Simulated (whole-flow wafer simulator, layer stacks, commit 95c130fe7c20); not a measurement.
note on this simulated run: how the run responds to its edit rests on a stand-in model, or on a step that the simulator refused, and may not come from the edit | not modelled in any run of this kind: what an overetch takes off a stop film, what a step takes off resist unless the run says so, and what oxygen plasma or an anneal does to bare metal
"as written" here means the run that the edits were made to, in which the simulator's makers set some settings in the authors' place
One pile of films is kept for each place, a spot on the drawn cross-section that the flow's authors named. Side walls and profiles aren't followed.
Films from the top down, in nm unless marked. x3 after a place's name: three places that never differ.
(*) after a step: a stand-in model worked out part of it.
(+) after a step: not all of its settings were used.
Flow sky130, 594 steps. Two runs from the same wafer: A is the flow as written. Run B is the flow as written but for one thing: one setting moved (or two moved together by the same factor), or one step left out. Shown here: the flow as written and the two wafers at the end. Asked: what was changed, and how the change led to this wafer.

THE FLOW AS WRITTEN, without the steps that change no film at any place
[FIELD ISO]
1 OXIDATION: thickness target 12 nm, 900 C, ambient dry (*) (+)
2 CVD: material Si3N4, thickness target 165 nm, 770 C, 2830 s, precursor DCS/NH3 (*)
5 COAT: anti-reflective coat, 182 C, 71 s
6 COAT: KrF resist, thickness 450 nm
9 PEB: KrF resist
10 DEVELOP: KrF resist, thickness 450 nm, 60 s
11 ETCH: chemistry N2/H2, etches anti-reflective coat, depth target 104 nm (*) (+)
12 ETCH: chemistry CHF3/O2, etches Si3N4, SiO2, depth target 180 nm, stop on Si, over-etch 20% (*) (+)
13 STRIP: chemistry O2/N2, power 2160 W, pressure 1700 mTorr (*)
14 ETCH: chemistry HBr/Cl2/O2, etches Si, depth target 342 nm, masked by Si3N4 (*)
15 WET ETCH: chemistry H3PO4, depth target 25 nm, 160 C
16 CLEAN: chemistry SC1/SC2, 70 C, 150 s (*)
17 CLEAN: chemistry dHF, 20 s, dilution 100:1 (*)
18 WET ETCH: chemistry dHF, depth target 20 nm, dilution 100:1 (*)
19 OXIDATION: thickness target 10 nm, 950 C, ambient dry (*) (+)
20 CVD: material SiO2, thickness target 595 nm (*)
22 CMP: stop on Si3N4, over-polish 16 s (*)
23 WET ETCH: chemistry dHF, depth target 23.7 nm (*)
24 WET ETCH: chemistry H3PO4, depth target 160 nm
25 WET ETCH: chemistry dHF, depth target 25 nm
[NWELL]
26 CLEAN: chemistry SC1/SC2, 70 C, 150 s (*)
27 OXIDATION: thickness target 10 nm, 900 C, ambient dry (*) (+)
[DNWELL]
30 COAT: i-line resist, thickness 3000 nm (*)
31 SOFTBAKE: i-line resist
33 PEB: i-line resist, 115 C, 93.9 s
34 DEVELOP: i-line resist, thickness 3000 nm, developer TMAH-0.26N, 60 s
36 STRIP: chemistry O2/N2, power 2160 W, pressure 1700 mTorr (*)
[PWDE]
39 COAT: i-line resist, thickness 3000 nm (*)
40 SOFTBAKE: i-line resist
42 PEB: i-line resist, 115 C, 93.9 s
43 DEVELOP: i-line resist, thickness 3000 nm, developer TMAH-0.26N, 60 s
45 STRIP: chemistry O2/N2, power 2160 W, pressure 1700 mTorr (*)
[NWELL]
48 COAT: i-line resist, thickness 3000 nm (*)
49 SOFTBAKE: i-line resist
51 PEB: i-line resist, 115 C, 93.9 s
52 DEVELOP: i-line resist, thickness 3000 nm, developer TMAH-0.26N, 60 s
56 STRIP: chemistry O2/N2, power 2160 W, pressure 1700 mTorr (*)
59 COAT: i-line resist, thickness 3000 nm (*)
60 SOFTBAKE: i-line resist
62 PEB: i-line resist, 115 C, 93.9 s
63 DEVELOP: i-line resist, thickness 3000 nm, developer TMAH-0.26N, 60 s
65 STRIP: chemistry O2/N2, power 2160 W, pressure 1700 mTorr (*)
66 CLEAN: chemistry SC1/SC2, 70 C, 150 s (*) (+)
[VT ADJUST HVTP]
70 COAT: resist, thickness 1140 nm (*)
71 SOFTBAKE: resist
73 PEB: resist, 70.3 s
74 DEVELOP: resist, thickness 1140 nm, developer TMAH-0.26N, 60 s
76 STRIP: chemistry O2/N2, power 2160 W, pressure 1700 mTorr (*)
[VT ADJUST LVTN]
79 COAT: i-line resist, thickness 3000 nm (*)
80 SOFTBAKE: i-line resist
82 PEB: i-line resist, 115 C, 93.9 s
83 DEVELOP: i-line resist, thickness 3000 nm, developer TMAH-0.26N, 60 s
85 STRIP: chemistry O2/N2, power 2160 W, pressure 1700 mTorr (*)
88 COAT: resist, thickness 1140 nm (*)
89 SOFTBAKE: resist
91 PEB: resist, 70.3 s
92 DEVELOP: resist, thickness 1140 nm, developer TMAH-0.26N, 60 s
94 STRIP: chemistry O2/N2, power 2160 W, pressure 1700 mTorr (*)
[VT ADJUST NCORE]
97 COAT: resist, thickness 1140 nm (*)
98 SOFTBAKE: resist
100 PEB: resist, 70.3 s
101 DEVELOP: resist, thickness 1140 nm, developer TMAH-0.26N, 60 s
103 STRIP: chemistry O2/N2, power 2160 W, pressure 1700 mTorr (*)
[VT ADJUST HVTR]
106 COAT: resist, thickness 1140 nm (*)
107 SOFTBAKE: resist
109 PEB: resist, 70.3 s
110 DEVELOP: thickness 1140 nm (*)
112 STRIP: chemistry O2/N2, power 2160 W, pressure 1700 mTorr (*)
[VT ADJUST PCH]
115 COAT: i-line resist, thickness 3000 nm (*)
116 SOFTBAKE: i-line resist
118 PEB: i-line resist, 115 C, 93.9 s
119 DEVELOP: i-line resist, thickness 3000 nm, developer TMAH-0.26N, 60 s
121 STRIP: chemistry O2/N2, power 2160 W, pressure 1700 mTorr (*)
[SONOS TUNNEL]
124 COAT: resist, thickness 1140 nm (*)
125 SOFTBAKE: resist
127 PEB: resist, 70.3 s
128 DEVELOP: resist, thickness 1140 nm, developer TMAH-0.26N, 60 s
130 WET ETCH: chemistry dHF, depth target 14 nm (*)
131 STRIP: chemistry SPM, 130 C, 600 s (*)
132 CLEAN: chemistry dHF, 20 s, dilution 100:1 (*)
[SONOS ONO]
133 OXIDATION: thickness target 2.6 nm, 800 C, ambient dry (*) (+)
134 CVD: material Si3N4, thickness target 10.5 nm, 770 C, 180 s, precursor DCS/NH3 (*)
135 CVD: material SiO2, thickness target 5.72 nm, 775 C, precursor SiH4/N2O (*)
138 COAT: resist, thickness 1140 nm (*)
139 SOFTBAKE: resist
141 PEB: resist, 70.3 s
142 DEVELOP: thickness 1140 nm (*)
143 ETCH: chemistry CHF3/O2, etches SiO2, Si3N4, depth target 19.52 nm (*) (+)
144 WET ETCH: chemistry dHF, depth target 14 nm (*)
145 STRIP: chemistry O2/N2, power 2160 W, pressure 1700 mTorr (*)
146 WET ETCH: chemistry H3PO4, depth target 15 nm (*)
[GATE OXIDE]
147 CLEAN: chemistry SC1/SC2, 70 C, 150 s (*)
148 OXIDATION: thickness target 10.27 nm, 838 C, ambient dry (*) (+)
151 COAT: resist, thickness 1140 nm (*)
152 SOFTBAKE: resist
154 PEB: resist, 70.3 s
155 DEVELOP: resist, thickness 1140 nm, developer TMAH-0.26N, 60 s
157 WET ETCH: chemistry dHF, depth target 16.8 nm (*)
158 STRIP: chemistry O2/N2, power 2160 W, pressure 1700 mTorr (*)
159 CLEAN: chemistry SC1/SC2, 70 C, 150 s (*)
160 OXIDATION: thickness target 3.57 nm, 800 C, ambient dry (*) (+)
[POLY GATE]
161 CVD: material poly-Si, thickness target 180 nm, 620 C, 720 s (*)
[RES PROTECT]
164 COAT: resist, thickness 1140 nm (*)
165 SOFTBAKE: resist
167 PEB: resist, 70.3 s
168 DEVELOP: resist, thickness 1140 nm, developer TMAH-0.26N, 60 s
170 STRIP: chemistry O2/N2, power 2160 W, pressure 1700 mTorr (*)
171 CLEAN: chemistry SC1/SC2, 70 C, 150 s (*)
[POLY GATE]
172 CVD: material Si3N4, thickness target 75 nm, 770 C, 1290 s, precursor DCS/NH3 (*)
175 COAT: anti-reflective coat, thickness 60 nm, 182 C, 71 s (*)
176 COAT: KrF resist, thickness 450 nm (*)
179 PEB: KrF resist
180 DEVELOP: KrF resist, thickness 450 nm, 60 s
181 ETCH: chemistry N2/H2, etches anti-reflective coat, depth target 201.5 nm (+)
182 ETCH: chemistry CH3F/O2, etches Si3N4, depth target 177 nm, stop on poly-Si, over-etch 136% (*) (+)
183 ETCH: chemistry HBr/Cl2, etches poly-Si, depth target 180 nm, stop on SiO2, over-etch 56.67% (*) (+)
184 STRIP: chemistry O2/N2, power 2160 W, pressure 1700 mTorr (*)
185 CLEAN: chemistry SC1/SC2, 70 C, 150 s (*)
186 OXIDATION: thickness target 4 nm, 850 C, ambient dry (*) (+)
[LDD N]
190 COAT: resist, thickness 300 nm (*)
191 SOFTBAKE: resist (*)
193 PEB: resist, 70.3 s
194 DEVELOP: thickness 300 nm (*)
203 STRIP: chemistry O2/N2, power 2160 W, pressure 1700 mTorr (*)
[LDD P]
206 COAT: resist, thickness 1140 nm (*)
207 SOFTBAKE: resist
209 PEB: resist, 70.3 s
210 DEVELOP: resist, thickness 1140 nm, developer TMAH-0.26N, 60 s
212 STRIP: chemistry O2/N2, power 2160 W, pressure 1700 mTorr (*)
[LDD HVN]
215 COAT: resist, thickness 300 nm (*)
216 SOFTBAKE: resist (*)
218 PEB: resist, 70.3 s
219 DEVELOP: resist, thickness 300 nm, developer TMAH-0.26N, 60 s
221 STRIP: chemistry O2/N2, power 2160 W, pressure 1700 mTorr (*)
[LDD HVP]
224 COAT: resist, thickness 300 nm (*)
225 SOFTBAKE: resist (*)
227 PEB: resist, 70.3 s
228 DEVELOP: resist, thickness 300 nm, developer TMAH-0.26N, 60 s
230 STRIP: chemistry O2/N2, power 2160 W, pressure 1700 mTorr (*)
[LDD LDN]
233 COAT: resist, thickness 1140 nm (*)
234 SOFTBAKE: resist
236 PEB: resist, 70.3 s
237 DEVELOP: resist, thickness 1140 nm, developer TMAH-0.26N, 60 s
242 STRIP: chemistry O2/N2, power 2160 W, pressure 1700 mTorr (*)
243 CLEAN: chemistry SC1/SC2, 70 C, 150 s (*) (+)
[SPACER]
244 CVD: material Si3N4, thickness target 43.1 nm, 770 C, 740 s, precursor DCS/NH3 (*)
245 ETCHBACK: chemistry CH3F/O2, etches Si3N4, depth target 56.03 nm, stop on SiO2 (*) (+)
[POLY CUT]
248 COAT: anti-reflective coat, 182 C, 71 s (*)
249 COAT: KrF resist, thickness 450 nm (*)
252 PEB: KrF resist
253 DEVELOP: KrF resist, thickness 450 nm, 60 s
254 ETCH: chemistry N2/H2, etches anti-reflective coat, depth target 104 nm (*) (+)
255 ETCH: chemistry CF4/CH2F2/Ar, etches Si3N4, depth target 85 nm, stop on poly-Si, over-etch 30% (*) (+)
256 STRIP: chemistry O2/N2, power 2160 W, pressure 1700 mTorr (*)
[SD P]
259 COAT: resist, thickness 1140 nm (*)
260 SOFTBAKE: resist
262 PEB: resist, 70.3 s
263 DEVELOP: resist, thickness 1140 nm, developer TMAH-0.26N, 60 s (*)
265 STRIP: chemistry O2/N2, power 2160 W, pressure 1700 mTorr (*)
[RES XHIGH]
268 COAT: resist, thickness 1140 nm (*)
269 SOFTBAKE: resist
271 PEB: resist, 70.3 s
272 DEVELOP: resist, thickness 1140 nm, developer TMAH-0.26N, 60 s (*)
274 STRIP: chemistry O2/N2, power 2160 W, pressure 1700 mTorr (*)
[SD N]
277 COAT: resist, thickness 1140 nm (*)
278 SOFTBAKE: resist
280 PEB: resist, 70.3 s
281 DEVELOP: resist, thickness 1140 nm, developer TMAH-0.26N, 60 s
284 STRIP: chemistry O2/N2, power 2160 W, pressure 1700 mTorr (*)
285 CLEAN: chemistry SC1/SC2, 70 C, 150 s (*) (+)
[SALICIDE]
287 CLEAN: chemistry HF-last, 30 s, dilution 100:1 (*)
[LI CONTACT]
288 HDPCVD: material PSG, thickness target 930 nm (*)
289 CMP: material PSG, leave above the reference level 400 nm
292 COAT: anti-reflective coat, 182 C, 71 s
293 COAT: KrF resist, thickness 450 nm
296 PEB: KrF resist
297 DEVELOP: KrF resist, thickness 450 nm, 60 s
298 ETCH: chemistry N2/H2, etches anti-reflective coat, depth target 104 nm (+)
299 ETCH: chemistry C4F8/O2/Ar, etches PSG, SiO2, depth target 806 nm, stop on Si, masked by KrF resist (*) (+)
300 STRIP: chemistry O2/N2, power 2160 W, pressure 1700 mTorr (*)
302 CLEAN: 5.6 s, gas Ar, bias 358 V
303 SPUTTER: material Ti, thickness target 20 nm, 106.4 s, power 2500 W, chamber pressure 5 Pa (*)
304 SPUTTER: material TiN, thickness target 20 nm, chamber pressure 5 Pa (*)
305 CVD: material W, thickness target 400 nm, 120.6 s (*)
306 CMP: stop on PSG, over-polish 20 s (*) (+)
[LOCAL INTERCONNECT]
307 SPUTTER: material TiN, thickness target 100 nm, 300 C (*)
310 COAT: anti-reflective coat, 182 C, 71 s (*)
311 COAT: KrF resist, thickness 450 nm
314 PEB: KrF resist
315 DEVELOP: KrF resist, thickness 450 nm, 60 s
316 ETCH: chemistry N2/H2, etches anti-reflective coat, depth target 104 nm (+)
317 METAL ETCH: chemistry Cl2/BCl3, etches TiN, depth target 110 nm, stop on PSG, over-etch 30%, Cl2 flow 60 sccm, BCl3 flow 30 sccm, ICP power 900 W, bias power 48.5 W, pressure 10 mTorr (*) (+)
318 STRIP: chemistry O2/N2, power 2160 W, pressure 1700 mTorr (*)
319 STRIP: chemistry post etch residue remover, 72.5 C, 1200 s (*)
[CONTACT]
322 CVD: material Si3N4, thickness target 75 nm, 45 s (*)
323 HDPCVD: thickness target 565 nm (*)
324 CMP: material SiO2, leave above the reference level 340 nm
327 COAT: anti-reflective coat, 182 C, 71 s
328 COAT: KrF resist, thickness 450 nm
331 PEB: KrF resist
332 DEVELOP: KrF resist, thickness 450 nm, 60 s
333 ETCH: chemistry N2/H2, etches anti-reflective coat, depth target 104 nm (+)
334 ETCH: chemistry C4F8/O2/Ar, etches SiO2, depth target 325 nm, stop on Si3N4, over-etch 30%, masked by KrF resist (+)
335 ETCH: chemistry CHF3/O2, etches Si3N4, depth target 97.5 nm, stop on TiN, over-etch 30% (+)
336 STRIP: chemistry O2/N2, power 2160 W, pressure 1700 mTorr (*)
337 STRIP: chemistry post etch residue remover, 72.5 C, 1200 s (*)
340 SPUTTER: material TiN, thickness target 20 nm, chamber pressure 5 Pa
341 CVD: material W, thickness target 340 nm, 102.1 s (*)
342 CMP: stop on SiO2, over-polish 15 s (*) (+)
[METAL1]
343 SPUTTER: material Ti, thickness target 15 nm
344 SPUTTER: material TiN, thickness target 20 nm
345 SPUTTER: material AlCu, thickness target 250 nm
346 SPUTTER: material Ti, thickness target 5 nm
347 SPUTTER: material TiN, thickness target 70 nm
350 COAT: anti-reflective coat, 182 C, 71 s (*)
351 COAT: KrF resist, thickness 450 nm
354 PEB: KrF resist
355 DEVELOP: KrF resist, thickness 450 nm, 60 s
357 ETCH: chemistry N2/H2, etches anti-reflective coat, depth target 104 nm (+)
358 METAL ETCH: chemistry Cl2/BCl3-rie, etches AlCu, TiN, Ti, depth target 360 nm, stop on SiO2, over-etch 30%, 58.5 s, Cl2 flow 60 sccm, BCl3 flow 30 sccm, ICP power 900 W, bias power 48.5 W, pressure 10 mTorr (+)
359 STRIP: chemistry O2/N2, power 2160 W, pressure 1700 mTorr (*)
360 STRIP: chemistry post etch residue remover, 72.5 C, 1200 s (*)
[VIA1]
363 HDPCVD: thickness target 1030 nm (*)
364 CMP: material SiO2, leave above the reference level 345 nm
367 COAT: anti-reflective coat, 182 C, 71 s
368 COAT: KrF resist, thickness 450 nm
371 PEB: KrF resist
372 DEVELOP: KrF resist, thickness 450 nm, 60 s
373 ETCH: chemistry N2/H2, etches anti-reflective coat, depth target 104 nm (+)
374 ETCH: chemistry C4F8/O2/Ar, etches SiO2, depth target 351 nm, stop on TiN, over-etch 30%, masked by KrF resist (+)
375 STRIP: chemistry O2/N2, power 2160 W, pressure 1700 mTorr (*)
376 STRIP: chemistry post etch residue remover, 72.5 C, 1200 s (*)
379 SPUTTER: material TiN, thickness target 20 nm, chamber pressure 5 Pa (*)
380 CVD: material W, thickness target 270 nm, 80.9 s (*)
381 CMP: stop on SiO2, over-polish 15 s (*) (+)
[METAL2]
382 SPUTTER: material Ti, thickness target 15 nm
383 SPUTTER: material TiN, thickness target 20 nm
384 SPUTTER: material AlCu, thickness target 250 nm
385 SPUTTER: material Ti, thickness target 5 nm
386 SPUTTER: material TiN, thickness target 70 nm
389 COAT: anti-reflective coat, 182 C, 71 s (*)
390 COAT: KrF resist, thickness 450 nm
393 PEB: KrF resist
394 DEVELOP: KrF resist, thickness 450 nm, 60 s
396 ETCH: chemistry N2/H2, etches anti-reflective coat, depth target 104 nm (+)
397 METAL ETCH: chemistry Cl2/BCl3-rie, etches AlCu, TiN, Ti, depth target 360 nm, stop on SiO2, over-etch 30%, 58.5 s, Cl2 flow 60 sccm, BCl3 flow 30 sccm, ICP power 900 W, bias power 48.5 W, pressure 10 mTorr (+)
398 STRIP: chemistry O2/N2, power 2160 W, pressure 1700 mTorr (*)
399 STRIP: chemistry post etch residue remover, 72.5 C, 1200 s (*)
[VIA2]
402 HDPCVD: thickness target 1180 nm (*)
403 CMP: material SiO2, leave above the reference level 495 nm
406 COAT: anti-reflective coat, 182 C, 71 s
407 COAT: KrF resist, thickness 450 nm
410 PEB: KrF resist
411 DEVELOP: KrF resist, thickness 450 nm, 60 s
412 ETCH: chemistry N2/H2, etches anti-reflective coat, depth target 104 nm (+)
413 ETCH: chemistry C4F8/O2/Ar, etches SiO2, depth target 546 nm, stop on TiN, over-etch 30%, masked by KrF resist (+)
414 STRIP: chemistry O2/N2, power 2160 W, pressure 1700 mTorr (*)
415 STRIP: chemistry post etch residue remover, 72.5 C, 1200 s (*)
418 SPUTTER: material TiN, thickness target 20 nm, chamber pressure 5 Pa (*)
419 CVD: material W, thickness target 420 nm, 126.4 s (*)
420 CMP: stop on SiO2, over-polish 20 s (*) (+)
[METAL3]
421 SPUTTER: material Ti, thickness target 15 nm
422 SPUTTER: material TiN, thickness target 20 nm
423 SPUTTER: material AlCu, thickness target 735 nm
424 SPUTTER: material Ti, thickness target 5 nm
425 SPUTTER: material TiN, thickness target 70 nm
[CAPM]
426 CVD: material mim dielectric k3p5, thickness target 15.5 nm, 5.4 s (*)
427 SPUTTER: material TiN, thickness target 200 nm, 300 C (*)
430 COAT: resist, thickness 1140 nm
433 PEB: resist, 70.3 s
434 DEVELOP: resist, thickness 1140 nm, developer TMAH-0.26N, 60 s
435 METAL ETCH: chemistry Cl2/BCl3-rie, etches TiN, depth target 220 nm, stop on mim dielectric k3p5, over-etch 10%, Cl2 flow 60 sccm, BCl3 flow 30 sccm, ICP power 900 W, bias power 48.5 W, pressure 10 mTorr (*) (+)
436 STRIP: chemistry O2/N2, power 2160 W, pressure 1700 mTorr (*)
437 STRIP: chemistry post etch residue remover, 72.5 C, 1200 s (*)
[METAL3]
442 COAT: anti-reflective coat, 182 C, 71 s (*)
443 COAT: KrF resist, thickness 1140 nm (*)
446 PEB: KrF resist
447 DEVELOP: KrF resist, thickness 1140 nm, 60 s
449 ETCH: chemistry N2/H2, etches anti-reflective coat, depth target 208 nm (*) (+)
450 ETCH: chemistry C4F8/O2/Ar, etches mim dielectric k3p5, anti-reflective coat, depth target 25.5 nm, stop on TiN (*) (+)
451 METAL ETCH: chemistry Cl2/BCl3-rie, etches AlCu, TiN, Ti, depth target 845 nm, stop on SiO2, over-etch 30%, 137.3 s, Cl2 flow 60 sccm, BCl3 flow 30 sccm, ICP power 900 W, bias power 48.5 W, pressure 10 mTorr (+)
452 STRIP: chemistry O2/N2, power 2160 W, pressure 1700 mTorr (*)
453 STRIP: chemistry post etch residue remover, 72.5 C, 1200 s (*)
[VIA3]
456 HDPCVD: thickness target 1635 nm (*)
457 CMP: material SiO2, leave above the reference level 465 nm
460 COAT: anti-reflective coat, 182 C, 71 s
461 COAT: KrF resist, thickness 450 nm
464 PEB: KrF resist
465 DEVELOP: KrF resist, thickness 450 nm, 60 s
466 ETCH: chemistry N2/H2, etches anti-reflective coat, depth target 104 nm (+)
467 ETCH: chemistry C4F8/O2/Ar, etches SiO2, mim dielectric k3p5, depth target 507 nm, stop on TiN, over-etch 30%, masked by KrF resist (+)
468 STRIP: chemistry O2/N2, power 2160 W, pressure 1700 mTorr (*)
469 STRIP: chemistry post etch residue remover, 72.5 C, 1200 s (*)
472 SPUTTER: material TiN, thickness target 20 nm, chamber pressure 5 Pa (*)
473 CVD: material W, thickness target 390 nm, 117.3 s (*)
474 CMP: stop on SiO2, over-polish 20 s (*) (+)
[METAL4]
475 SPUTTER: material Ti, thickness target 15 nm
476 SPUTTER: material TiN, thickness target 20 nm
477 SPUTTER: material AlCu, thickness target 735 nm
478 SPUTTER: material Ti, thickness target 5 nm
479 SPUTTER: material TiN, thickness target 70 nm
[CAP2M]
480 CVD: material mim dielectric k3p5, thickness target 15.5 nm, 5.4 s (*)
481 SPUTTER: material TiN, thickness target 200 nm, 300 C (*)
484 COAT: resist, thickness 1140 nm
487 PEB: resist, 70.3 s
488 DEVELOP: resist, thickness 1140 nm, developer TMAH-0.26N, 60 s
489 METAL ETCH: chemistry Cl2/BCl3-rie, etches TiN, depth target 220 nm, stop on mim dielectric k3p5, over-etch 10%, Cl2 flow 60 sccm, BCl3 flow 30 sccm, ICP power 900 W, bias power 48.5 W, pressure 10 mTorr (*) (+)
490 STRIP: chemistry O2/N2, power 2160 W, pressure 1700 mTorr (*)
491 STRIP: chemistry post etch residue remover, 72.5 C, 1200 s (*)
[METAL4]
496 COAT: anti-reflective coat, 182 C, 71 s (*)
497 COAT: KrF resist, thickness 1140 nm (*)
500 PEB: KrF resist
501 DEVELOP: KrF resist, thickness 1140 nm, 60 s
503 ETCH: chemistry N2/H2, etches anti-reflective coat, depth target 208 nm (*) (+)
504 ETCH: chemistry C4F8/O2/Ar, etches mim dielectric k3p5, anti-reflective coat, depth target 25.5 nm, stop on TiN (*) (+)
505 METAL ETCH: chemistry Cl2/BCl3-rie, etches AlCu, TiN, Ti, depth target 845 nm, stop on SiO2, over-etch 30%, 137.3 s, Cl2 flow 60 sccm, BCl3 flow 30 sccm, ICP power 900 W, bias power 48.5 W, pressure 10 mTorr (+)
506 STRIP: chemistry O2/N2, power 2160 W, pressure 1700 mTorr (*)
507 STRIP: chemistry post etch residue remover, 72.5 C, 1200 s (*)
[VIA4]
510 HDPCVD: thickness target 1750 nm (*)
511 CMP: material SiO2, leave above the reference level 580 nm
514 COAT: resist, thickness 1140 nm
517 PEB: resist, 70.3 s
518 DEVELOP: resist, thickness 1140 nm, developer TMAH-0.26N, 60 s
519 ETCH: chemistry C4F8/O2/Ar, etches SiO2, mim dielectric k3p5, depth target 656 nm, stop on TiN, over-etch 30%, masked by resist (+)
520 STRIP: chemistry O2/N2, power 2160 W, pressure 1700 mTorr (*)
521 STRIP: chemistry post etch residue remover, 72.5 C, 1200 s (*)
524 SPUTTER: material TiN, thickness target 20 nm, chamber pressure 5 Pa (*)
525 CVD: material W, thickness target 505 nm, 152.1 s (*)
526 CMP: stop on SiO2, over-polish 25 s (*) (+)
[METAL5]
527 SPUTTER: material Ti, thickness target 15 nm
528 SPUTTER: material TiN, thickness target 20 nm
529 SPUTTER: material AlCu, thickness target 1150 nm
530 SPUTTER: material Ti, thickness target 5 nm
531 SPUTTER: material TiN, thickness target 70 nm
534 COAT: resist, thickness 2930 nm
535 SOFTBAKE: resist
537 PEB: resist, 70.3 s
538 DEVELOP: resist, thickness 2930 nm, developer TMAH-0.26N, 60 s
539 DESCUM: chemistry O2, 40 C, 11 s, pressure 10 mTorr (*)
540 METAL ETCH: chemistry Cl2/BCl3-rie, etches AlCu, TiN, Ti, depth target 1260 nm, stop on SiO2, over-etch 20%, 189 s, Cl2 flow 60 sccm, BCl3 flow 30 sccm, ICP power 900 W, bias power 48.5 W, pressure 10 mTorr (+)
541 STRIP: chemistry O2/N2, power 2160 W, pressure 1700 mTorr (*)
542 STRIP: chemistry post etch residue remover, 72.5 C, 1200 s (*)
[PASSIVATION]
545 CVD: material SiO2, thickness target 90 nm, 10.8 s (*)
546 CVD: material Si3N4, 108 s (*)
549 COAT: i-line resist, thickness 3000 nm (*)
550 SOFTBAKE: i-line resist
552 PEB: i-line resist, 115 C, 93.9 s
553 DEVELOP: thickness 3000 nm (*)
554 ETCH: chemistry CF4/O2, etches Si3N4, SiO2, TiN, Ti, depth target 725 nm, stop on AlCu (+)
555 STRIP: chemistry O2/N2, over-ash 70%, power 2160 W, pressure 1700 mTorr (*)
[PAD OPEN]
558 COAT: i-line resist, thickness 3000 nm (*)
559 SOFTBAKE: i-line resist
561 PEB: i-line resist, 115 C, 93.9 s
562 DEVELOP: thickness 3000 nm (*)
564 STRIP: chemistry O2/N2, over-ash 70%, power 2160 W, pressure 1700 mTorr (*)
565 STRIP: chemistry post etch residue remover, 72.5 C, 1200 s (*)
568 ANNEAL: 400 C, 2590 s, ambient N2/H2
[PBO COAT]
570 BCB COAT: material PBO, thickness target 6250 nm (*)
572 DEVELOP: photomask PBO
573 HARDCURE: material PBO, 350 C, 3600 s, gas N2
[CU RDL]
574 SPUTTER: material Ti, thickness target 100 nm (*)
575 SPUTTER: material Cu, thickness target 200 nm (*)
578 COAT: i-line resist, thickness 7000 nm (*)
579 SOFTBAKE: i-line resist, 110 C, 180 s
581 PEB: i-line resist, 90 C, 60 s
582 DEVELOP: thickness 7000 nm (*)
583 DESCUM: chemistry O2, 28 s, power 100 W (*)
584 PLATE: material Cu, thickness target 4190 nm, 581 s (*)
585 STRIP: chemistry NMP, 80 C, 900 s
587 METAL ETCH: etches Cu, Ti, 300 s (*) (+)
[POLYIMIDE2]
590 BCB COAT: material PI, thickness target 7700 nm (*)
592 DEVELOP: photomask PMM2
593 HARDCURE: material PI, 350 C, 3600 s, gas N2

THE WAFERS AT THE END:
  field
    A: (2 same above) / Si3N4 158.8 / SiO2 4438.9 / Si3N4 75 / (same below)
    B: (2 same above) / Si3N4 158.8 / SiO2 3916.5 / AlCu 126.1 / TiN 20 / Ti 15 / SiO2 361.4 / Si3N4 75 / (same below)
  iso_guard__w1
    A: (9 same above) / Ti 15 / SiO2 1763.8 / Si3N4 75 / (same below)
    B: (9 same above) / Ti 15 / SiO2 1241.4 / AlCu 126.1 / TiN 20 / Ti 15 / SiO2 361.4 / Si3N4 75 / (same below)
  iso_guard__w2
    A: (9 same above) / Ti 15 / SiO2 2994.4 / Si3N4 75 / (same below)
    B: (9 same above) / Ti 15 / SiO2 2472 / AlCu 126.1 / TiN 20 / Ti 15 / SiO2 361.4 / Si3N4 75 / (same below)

The cause: step 358, METAL ETCH: depth target 147.6 nm was run, where the flow has depth target 360 nm; step 358, METAL ETCH: 24 s was run, where the flow has 58.5 s.

How the change led to this, step by step:
  358 METAL ETCH: chemistry Cl2/BCl3-rie, etches AlCu, TiN, Ti, depth target 360 nm, stop on SiO2, over-etch 30%, 58.5 s, Cl2 flow 60 sccm, BCl3 flow 30 sccm, ICP power 900 W, bias power 48.5 W, pressure 10 mTorr (+)
      field, active, gate and 81 more: A TiN -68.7 (all of it), Ti -5 (all of it), AlCu -250 (all of it), TiN -20 (all of it), Ti -15 (all of it), SiO2 -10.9 | B TiN -68.7 (all of it), Ti -5 (all of it), AlCu -118.2
      n_well, p_well, gate_hv and 104 more: A KrF resist -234 | B KrF resist -95.9
  359 STRIP: chemistry O2/N2, power 2160 W, pressure 1700 mTorr (*)
      n_well, p_well, gate_hv and 100 more: A KrF resist -143.8 (all of it), anti-reflective coat -80 (all of it) | B KrF resist -281.9 (all of it), anti-reflective coat -80 (all of it)
      poly_licon, ndiff_licon, ndiff_licon_cpp, rpo_hd_licon: A KrF resist -143.9 (all of it), anti-reflective coat -80.5 (all of it) | B KrF resist -281.9 (all of it), anti-reflective coat -80.5 (all of it)
  360 STRIP: chemistry post etch residue remover, 72.5 C, 1200 s (*)
      field, active, gate and 81 more: A nothing | B AlCu -5.72
  363 HDPCVD: thickness target 1030 nm (*)
      field, active, gate and 81 more: A SiO2 +1030 | B SiO2 +1030 (new film)
  364 CMP: material SiO2, leave above the reference level 345 nm
      field, active, gate and 81 more: A SiO2 -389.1 | B SiO2 -561.1
Counting metal films that touch as one body, field has 1 body; the flow as written gives 0 bodies.
Counting metal films that touch as one body, iso_guard__w1 has 2 bodies (between them, from the top down: SiO2 1241.4); the flow as written gives 1 body.
Counting metal films that touch as one body, iso_guard__w2 has 2 bodies (between them, from the top down: SiO2 2472); the flow as written gives 1 body.
